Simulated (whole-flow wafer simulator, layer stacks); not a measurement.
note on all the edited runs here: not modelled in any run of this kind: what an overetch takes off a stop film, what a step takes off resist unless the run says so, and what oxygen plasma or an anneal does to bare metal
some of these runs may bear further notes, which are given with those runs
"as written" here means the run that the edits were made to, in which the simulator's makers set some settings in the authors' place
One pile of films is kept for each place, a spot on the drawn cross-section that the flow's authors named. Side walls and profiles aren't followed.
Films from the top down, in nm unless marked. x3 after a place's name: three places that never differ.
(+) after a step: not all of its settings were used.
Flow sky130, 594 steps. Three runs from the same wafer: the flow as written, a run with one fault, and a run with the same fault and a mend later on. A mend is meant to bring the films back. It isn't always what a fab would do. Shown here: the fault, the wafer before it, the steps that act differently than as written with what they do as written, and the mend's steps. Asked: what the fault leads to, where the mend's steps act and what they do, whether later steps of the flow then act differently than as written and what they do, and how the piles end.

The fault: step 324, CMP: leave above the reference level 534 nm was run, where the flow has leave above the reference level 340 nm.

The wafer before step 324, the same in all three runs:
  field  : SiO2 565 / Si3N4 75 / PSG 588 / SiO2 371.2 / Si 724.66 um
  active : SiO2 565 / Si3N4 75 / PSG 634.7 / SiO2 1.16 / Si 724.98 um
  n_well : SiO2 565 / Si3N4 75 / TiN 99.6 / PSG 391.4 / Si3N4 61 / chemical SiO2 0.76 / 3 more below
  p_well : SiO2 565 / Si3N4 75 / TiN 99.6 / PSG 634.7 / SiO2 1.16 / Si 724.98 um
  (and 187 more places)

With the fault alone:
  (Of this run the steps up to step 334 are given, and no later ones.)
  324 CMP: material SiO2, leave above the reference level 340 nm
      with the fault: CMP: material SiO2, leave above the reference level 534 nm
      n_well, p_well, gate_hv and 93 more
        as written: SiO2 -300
        with the fault: SiO2 -106
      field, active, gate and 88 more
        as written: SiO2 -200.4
        with the fault: SiO2 -6.42
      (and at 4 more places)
  Later steps of the flow that act differently than as written:
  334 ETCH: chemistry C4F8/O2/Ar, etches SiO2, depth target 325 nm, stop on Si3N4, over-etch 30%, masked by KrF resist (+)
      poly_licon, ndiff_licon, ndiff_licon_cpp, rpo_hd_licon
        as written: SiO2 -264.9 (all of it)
        with the fault: SiO2 -325
  After step 334 the piles differ from the flow's by more than 2% or 0.5 nm, whichever is larger, at field, active, n_well and 188 more.
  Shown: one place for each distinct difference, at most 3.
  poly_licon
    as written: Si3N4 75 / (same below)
    with the fault: SiO2 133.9 / Si3N4 75 / (same below)
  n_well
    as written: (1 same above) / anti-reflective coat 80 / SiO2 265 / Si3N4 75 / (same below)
    with the fault: (1 same above) / anti-reflective coat 80 / SiO2 459 / Si3N4 75 / (same below)
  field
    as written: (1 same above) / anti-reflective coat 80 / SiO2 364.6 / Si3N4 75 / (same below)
    with the fault: (1 same above) / anti-reflective coat 80 / SiO2 558.6 / Si3N4 75 / (same below)

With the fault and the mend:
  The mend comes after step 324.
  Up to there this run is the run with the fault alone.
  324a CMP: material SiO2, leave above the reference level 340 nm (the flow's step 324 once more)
      field, active, n_well and 188 more
        SiO2 -194
  No later step of the flow acts differently than as written at any place that is followed.
  At the end the piles are the same as the flow's at every place that both follow.
